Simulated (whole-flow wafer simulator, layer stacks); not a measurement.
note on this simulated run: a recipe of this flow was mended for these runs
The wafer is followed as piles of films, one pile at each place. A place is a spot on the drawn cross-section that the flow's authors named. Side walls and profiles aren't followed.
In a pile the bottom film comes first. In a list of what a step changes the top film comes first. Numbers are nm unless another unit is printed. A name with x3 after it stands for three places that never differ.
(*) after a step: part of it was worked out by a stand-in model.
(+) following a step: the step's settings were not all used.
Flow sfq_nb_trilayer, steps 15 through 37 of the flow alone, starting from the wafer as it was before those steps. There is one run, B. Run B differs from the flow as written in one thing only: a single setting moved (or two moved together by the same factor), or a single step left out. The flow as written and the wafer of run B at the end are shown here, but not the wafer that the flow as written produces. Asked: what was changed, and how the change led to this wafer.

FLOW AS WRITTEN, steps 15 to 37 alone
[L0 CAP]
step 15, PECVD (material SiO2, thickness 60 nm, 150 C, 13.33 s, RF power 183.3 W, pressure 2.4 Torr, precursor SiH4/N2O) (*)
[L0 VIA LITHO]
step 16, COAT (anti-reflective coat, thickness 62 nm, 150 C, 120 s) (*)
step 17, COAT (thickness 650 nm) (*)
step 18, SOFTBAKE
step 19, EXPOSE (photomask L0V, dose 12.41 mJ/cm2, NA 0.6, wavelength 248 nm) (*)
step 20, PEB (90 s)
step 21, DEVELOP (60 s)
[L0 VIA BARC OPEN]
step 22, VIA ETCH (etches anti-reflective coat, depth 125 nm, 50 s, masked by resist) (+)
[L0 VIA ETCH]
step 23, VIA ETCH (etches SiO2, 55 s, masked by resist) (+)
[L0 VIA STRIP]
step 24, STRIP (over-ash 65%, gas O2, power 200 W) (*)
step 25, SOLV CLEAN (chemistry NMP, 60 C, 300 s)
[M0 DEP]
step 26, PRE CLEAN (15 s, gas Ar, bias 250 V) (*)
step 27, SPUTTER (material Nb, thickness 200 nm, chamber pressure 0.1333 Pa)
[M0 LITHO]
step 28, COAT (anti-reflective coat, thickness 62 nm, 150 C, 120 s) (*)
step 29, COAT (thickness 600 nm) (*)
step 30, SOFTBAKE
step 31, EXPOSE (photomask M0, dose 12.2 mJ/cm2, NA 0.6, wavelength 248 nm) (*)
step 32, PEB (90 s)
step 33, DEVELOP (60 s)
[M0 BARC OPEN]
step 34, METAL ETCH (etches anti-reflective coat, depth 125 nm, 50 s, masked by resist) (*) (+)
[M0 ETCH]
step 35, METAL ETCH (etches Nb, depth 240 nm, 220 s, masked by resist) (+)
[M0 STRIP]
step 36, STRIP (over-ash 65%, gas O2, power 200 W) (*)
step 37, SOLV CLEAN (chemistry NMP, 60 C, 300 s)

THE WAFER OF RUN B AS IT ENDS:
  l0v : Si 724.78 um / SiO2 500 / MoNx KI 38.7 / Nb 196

What caused this: step 23, VIA ETCH: 39 s was run, whereas the flow has 55 s.

How this came from the change, step by step:
  step 23, VIA ETCH (etches SiO2, 55 s, masked by resist) (+)
      l0v: SiO2 loses 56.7 (in the flow as written it would be: SiO2 loses 59.7 (all of it), MoNx KI loses 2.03)
      field_l, v_sur, via_wl and 102 more: KrF-resist-other-grade loses 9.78 (in the flow as written it would be: KrF-resist-other-grade loses 13.8)
  step 26, PRE CLEAN (15 s, gas Ar, bias 250 V) (*)
      l0v: SiO2 loses 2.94 (all of it), MoNx KI loses 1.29 (in the flow as written it would be: MoNx KI loses 2.91)
  step 28, COAT (anti-reflective coat, thickness 62 nm, 150 C, 120 s) (*)
      l0_sur: anti-reflective coat gains 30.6 (new film) (in the flow as written it would be: anti-reflective coat gains 29.3 (new film))
  step 36, STRIP (over-ash 65%, gas O2, power 200 W) (*)
      l0_sur: KrF-resist-other-grade loses 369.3 (all of it), anti-reflective coat loses 30.6 (all of it) (in the flow as written it would be: KrF-resist-other-grade loses 370 (all of it), anti-reflective coat loses 29.3 (all of it))
